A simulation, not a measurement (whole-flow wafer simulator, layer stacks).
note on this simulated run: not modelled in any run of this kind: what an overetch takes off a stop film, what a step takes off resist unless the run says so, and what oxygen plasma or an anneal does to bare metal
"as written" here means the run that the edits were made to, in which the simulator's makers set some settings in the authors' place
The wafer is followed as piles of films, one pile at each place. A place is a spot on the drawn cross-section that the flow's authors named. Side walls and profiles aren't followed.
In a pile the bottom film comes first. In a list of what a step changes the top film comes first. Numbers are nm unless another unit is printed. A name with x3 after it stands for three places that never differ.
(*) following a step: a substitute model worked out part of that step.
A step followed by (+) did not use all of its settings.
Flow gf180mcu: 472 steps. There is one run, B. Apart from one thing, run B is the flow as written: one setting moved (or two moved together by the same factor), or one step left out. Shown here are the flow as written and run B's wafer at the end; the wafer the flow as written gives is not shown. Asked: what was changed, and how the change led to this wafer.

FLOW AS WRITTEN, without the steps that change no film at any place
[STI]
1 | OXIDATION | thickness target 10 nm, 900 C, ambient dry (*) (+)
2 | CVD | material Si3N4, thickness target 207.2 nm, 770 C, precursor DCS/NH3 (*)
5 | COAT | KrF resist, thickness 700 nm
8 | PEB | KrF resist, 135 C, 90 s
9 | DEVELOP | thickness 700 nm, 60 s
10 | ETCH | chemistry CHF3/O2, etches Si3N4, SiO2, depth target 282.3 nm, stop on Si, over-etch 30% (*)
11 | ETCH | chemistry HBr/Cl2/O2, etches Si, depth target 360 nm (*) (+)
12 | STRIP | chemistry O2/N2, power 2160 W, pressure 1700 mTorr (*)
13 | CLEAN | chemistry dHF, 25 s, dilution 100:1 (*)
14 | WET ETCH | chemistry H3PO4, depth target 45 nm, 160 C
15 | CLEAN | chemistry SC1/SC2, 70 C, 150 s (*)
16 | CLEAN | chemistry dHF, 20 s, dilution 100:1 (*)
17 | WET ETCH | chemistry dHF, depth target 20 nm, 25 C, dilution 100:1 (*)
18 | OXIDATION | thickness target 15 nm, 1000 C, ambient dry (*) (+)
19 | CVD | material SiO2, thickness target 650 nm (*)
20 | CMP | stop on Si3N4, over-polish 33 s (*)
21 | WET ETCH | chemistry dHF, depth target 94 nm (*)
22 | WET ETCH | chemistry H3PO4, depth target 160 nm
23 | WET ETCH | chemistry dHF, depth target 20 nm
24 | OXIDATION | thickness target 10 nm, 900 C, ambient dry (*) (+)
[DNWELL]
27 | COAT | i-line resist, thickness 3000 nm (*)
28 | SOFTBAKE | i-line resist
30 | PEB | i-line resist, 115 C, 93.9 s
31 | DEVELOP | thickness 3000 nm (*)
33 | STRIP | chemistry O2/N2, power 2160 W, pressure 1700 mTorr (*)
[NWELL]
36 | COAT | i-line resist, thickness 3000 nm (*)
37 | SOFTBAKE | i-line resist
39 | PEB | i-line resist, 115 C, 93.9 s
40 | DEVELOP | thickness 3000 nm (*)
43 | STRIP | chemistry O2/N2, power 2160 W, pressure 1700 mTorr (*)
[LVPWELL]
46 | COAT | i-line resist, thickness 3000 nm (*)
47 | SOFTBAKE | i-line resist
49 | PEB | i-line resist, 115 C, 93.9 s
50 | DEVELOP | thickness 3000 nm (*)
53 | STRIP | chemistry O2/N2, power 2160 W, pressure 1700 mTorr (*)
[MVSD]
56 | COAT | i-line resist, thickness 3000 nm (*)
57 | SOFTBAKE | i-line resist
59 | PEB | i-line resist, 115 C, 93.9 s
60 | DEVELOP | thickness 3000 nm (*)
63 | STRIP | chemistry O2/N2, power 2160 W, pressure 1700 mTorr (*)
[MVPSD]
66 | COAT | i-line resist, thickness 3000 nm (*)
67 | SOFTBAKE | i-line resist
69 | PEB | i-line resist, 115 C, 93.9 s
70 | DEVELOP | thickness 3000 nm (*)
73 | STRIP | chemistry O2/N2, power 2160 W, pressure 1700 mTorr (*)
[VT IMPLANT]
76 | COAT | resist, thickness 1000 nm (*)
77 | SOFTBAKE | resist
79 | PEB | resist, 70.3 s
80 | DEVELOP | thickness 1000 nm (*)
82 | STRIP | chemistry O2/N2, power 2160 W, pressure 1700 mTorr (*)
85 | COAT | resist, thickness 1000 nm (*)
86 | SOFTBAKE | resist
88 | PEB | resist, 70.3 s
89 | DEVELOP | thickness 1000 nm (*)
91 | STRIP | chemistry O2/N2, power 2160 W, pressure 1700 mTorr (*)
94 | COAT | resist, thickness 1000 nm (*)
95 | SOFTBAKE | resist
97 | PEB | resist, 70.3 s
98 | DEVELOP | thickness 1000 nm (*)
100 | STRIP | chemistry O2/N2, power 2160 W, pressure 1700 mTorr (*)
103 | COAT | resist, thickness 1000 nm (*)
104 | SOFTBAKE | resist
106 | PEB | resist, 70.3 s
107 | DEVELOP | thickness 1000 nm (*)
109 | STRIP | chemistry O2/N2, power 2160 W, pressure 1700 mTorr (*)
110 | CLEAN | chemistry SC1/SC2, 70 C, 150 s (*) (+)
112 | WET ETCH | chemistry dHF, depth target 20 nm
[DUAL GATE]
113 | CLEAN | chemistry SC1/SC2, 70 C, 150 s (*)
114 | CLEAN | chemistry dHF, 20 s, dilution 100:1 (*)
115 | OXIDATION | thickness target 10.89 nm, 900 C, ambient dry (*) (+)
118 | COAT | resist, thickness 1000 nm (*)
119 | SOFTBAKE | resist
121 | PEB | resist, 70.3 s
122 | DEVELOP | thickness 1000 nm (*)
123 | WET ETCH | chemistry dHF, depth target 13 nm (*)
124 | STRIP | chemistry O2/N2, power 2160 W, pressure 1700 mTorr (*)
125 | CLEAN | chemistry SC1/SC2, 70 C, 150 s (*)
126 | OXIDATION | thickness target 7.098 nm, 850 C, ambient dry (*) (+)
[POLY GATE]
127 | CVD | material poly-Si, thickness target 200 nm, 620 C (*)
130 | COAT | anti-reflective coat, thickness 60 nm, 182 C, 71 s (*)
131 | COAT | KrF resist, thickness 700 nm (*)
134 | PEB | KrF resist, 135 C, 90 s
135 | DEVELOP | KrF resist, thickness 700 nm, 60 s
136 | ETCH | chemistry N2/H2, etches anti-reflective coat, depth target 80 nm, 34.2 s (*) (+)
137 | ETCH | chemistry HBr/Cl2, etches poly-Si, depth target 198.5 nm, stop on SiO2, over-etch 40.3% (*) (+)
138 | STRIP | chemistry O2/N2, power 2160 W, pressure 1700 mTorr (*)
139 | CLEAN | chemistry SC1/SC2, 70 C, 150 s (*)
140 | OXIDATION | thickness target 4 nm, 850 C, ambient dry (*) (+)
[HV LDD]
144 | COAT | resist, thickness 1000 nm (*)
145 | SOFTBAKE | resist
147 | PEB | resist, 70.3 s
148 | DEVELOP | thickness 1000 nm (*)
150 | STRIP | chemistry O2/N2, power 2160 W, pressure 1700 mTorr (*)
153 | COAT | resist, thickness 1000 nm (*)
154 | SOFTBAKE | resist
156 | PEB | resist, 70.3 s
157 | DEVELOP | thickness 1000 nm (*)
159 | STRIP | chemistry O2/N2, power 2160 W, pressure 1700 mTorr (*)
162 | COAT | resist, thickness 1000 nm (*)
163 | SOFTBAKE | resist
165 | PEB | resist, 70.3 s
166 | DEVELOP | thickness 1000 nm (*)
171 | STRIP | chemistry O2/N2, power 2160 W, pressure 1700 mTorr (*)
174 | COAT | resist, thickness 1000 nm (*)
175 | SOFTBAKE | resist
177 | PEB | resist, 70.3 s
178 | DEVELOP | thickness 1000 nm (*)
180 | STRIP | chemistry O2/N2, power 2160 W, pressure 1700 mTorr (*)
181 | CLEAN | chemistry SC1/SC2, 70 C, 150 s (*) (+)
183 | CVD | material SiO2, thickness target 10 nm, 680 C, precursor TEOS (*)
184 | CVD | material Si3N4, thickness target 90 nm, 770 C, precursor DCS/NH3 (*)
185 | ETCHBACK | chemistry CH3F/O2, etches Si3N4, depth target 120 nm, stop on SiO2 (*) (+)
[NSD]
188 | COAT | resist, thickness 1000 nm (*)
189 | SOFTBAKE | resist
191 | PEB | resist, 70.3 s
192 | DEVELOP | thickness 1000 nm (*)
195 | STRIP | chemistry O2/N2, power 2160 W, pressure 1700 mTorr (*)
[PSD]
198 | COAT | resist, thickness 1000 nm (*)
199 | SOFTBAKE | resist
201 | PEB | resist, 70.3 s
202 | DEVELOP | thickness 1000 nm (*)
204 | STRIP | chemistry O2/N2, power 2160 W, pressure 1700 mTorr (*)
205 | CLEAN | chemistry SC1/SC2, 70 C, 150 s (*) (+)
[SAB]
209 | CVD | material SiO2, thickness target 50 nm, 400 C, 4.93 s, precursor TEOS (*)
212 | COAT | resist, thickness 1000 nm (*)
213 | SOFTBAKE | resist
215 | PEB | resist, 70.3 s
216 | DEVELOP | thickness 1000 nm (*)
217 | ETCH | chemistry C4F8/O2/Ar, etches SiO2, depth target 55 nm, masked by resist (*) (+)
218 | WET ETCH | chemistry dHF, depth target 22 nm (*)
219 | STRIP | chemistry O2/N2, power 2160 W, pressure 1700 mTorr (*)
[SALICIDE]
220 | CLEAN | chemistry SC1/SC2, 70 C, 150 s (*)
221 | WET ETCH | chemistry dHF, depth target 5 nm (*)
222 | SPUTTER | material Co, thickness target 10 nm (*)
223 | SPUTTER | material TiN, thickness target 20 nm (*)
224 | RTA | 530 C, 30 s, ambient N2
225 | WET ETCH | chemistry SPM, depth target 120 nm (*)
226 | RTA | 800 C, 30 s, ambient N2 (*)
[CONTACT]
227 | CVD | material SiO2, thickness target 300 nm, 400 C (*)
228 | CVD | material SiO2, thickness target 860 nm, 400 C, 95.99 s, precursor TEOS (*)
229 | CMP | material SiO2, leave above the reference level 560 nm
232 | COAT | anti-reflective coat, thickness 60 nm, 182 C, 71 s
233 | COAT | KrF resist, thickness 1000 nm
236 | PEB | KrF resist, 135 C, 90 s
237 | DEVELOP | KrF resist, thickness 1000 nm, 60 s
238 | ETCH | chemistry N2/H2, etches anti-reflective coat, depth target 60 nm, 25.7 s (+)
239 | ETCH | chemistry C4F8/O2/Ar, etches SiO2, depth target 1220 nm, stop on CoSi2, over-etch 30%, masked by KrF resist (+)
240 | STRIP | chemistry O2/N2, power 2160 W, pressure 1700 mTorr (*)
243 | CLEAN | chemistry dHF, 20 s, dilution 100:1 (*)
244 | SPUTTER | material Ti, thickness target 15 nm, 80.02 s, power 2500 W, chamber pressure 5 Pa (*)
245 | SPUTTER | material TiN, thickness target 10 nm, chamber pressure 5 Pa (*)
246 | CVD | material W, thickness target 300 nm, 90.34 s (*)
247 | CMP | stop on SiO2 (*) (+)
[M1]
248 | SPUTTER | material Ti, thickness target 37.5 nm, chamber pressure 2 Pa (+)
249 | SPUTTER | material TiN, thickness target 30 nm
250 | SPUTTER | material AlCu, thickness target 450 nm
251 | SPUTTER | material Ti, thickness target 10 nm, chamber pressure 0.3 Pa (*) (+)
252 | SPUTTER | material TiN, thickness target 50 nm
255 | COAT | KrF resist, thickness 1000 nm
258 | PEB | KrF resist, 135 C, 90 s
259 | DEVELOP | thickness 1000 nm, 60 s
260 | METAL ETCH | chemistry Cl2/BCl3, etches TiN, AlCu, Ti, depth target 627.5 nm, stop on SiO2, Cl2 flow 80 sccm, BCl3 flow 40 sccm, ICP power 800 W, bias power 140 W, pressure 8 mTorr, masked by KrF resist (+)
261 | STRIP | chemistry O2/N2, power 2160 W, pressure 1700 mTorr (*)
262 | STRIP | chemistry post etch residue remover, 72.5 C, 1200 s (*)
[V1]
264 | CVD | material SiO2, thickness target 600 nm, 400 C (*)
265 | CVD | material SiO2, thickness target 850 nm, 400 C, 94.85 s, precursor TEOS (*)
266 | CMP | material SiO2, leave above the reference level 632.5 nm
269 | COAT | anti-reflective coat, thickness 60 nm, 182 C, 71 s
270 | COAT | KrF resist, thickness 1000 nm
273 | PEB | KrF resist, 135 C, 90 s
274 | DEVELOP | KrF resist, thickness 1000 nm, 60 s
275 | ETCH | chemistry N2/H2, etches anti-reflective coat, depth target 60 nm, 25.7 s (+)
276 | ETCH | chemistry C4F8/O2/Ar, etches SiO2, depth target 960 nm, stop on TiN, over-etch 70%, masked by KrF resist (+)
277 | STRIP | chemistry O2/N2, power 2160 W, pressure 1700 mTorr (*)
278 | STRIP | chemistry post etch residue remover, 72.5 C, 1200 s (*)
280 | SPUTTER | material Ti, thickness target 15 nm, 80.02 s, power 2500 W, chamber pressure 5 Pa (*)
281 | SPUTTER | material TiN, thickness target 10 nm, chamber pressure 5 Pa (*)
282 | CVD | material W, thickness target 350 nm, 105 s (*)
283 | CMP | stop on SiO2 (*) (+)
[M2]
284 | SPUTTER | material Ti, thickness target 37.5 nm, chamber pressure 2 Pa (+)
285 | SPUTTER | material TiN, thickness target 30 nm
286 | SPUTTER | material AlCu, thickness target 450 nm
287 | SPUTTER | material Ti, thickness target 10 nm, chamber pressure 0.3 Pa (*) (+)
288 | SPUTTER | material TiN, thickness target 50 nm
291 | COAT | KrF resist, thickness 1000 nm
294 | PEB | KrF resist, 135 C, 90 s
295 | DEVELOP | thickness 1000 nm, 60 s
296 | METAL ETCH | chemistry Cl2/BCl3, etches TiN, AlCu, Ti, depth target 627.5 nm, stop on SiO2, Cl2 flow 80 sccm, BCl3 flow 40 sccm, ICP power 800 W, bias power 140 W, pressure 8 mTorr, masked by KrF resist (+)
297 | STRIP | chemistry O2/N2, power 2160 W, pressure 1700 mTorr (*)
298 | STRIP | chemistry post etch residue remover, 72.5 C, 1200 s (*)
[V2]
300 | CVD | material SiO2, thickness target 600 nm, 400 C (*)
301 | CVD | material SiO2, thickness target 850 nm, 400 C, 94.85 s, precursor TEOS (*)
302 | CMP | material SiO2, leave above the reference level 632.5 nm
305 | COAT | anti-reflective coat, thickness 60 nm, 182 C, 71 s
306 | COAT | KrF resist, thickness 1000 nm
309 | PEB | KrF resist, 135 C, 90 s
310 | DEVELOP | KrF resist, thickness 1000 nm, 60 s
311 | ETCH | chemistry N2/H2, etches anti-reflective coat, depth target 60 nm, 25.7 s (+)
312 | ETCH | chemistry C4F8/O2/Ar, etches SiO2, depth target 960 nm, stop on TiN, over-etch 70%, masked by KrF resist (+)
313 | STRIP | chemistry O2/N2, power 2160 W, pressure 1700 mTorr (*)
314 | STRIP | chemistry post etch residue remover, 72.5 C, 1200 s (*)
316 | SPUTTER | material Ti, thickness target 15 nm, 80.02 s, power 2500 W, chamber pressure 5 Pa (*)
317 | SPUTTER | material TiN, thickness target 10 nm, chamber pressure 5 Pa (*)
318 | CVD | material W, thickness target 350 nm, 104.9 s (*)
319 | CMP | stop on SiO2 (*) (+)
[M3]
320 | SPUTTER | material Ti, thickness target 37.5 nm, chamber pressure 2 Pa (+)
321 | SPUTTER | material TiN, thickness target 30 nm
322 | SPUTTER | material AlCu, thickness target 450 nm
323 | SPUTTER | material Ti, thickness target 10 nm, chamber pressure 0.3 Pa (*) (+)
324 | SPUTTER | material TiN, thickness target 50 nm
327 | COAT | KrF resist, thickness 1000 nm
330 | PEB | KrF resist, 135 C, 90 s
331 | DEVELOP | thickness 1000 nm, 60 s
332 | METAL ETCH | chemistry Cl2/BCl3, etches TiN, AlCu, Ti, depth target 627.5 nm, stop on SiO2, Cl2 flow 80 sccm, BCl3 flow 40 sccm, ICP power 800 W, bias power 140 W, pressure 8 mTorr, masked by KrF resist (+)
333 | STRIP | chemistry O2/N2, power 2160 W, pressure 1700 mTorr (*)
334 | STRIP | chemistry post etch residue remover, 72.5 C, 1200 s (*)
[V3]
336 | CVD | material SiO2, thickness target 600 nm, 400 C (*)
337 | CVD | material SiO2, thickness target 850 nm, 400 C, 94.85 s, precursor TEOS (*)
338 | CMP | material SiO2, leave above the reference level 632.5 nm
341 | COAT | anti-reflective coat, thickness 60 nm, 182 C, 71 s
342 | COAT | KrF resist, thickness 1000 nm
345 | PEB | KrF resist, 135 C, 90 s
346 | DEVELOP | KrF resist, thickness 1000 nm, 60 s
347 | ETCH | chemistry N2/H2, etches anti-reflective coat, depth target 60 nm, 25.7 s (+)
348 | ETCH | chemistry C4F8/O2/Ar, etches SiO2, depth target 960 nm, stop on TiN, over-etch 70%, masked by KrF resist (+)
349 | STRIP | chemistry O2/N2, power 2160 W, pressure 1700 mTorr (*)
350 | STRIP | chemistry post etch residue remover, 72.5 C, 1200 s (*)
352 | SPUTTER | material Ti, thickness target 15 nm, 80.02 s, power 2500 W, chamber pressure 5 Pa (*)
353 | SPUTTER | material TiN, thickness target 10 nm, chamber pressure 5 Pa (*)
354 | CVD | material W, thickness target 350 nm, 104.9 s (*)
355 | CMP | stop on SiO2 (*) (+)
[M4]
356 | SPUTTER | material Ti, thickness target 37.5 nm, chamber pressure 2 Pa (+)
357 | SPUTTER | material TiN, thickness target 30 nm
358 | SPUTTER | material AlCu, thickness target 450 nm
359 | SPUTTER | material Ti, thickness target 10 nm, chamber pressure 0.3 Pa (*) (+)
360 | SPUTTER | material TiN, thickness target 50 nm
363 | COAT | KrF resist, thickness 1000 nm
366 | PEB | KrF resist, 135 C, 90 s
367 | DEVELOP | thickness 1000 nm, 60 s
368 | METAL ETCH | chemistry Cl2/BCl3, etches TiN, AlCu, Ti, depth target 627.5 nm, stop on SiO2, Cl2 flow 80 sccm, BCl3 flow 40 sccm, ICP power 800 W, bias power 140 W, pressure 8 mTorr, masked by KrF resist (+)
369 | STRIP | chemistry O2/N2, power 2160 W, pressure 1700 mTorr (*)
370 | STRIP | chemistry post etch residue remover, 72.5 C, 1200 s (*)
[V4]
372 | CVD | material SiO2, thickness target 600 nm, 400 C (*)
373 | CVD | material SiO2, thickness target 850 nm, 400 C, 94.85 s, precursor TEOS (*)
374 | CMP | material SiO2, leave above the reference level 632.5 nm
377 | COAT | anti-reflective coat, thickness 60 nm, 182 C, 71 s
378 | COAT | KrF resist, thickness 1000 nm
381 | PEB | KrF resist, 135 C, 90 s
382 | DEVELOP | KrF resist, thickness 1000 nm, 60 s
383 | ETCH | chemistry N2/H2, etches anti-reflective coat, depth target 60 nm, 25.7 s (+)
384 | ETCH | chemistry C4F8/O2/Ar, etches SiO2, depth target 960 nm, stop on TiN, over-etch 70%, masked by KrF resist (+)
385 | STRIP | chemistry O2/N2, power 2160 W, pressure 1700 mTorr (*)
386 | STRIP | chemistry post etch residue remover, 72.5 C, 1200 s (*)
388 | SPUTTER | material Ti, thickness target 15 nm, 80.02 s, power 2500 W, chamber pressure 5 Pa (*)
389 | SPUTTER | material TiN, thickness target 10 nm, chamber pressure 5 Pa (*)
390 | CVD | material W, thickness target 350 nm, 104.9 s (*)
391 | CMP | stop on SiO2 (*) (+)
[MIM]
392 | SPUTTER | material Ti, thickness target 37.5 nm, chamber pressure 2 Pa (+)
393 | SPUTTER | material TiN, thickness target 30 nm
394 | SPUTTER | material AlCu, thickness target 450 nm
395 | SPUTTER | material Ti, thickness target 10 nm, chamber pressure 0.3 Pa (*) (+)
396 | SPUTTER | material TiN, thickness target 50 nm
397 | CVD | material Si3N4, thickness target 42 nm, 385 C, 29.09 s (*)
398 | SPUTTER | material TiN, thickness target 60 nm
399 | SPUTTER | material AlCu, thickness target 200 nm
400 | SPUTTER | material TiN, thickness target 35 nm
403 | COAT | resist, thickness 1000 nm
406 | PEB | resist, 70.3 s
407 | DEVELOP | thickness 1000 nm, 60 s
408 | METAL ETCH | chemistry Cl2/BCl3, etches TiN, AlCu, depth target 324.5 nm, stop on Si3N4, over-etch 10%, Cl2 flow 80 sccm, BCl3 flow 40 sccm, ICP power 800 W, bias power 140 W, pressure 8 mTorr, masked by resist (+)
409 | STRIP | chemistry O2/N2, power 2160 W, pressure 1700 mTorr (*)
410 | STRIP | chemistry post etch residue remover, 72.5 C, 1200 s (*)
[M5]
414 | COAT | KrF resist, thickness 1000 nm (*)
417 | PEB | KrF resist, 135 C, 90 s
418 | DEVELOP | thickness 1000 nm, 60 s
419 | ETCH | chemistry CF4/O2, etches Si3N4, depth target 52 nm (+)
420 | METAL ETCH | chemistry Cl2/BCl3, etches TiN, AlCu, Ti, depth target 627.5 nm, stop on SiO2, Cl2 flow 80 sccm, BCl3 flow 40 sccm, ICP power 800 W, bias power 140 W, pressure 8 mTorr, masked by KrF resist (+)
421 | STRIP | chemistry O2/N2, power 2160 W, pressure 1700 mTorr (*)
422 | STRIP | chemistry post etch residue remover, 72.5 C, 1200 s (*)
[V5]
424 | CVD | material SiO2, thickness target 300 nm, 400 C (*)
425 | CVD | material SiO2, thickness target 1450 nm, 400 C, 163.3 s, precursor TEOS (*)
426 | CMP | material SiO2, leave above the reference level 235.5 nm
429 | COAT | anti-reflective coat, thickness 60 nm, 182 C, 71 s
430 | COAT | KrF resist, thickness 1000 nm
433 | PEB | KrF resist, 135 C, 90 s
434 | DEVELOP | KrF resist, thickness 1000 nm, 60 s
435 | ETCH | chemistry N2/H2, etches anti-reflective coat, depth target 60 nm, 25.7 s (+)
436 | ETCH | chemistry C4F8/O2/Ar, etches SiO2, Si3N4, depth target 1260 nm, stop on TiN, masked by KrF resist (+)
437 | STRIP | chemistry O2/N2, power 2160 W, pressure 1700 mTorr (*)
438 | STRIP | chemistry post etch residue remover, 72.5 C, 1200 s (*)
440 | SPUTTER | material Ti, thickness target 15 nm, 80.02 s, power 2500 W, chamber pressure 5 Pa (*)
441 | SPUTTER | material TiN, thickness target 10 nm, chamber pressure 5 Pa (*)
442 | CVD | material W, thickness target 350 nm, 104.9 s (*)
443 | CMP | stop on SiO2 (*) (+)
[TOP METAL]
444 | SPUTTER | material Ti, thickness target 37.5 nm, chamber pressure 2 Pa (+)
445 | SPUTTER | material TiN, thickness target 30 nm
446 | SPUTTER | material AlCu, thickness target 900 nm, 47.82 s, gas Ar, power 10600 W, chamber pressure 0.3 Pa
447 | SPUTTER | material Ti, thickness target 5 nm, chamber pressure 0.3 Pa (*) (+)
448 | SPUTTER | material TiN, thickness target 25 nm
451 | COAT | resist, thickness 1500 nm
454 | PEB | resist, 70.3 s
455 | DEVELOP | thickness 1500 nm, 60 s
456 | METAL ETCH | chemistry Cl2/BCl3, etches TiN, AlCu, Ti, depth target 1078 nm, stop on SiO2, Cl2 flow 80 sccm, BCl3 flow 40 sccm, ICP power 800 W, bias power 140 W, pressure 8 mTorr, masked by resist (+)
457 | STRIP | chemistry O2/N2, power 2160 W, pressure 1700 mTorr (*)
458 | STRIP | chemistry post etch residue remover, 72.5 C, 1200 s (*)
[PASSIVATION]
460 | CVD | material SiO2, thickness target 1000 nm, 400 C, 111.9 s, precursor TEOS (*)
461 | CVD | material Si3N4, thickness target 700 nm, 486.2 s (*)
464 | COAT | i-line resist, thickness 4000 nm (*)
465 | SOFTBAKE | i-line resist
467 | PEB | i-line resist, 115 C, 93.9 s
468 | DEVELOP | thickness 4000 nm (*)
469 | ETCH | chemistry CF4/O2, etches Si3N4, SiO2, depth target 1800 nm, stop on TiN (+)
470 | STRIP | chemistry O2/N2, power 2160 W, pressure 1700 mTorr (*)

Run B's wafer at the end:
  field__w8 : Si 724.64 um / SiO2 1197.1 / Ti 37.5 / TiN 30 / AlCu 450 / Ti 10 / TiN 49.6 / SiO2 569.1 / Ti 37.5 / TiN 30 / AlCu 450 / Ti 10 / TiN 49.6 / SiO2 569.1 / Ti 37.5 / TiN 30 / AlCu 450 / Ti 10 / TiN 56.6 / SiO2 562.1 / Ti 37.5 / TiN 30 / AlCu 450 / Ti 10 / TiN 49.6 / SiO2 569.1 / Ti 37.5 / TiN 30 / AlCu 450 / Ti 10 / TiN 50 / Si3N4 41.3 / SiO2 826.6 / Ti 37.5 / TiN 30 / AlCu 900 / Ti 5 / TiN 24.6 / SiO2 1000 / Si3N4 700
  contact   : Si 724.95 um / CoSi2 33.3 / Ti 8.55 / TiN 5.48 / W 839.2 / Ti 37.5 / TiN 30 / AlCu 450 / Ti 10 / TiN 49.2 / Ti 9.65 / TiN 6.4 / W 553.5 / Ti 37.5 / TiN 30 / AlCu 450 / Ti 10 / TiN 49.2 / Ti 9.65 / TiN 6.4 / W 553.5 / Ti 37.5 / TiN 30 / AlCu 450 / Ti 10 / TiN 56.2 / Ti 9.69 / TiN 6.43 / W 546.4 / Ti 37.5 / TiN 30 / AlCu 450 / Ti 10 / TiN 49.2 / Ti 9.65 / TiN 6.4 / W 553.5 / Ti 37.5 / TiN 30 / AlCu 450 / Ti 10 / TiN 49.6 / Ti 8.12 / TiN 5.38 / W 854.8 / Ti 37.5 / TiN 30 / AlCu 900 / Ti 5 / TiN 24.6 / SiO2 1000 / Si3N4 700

What caused this: step 324, SPUTTER: thickness target 57 nm was run, whereas the flow has thickness target 50 nm.

Step by step, how the change led to this:
  324 | SPUTTER | material TiN, thickness target 50 nm
      field, field__w1, field__w2 and 108 more: +57 TiN (new film) (as written it would have been: +50 TiN (new film))
  332 | METAL ETCH | chemistry Cl2/BCl3, etches TiN, AlCu, Ti, depth target 627.5 nm, stop on SiO2, Cl2 flow 80 sccm, BCl3 flow 40 sccm, ICP power 800 W, bias power 140 W, pressure 8 mTorr, masked by KrF resist (+)
      field, field__w1, field__w2 and 103 more: -57 TiN (all of it), -10 Ti (all of it), -450 AlCu (all of it), -30 TiN (all of it), -37.5 Ti (all of it) (as written it would have been: -50 TiN (all of it), -10 Ti (all of it), -450 AlCu (all of it), -30 TiN (all of it), -37.5 Ti (all of it))
